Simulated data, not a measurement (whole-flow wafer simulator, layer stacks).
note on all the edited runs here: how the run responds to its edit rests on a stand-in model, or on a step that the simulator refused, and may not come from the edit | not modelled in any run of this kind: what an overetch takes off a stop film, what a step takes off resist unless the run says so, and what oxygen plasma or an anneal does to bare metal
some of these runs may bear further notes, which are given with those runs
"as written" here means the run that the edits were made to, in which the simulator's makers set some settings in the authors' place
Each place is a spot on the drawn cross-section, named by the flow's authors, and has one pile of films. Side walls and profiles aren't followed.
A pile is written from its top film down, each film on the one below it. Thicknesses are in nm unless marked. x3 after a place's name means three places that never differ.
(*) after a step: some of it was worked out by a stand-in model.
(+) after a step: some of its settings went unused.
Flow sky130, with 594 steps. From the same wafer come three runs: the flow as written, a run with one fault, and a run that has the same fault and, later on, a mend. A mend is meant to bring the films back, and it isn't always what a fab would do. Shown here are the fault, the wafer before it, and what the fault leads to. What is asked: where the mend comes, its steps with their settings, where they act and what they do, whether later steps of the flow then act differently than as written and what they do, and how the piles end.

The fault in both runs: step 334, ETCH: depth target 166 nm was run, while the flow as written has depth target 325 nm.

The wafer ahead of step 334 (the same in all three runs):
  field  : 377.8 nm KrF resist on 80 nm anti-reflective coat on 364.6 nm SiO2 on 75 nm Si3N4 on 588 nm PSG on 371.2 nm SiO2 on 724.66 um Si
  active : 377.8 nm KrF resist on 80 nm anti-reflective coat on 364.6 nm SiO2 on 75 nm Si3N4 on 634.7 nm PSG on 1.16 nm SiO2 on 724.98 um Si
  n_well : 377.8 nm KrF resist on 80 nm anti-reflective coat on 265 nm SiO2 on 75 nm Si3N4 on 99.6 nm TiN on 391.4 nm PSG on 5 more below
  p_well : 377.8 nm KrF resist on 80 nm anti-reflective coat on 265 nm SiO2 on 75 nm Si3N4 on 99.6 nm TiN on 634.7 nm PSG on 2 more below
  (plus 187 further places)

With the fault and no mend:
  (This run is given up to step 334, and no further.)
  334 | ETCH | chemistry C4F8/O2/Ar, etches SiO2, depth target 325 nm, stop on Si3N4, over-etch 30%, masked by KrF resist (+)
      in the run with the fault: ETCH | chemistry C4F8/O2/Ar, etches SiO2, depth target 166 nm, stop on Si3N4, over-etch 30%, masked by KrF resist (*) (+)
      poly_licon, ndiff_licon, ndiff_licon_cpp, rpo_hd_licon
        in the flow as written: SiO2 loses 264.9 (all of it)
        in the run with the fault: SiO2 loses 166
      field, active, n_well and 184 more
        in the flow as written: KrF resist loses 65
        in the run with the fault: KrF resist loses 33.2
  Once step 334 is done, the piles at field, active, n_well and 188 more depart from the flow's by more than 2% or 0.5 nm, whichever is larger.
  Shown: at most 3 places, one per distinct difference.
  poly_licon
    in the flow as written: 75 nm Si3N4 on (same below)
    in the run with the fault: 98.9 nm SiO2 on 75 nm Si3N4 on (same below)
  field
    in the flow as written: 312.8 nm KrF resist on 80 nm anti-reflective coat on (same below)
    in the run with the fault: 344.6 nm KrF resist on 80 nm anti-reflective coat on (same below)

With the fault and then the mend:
  The mend follows step 334.
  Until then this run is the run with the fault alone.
  334a | ETCH | chemistry C4F8/O2/Ar, etches SiO2, depth target 159 nm, stop on Si3N4, over-etch 30%, masked by KrF resist (+) (the flow's step 334, run once more with other settings)
      field, active, n_well and 184 more
        KrF resist loses 31.8
      poly_licon, ndiff_licon, ndiff_licon_cpp, rpo_hd_licon
        SiO2 loses 98.9 (all of it)
  Every later step of the flow that is run acts as written at every place that is followed.
  At every place that both follow, the piles at the end match the flow's.
